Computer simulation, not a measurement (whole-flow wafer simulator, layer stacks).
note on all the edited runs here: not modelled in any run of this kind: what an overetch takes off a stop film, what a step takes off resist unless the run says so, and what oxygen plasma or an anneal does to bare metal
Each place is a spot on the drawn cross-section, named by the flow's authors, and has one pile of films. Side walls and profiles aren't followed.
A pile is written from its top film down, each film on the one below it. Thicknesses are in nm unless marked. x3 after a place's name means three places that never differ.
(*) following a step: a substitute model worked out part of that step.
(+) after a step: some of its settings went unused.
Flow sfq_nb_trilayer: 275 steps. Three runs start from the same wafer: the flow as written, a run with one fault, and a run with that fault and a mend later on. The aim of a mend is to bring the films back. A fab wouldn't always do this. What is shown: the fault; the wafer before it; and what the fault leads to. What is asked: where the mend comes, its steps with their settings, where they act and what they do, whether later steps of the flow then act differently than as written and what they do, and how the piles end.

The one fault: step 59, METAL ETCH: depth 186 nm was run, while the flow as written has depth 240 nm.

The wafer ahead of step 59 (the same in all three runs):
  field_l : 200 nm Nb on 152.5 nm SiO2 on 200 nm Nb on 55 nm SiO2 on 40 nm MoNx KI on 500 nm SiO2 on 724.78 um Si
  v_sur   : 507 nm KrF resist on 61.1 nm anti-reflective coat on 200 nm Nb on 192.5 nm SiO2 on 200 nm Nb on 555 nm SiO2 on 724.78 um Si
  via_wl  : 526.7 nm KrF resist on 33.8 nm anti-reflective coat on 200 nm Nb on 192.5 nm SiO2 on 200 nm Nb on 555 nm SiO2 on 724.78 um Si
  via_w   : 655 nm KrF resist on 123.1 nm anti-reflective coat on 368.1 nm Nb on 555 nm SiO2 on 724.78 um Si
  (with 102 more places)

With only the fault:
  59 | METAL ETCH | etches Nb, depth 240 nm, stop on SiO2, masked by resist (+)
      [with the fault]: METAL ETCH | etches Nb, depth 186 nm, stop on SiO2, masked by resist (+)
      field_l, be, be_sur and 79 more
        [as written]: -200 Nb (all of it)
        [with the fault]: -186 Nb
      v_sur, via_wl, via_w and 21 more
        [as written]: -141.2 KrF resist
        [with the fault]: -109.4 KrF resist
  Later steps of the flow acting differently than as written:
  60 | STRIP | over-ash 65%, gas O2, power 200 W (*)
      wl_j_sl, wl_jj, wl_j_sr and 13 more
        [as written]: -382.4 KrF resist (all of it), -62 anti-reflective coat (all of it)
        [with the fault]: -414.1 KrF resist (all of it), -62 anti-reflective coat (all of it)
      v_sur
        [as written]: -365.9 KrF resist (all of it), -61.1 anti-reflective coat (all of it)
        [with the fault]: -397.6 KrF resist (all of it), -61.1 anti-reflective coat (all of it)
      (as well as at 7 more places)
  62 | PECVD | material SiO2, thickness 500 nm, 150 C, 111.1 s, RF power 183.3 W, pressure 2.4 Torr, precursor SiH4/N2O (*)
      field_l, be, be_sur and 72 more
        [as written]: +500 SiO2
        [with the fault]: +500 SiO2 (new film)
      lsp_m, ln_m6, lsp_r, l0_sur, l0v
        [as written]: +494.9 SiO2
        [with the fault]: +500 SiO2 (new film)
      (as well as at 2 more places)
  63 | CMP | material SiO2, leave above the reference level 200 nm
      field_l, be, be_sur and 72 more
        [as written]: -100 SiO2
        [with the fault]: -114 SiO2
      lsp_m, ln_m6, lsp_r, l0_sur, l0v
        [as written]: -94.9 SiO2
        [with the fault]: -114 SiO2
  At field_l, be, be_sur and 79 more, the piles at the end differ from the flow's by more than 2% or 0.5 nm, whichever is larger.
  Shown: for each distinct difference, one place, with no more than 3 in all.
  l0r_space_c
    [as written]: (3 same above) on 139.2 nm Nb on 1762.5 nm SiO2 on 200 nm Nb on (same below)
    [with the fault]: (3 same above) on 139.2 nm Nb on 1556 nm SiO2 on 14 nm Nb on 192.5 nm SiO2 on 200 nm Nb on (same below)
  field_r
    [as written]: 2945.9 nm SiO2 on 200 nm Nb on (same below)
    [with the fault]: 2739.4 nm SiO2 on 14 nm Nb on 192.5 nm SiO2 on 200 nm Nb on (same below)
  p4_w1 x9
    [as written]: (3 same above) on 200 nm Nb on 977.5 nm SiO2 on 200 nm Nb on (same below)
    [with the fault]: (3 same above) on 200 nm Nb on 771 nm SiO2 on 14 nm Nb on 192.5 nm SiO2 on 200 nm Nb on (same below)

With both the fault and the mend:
  After step 59 comes the mend.
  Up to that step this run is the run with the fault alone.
  59a | METAL ETCH | etches Nb, depth 54 nm, stop on SiO2, masked by resist (+) (the flow's step 59, run once more with other settings)
      field_l, be, be_sur and 79 more
        -14 Nb (all of it)
      v_sur, via_wl, via_w and 21 more
        -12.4 KrF resist
  Later steps of the flow acting differently than as written:
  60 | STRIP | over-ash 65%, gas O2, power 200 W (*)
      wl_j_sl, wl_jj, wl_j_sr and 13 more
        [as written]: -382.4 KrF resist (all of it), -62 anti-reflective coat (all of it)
        [with the mend]: -401.8 KrF resist (all of it), -62 anti-reflective coat (all of it)
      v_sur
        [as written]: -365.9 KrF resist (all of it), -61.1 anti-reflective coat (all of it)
        [with the mend]: -385.3 KrF resist (all of it), -61.1 anti-reflective coat (all of it)
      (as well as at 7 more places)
  At every place that both follow, the piles at the end match the flow's.
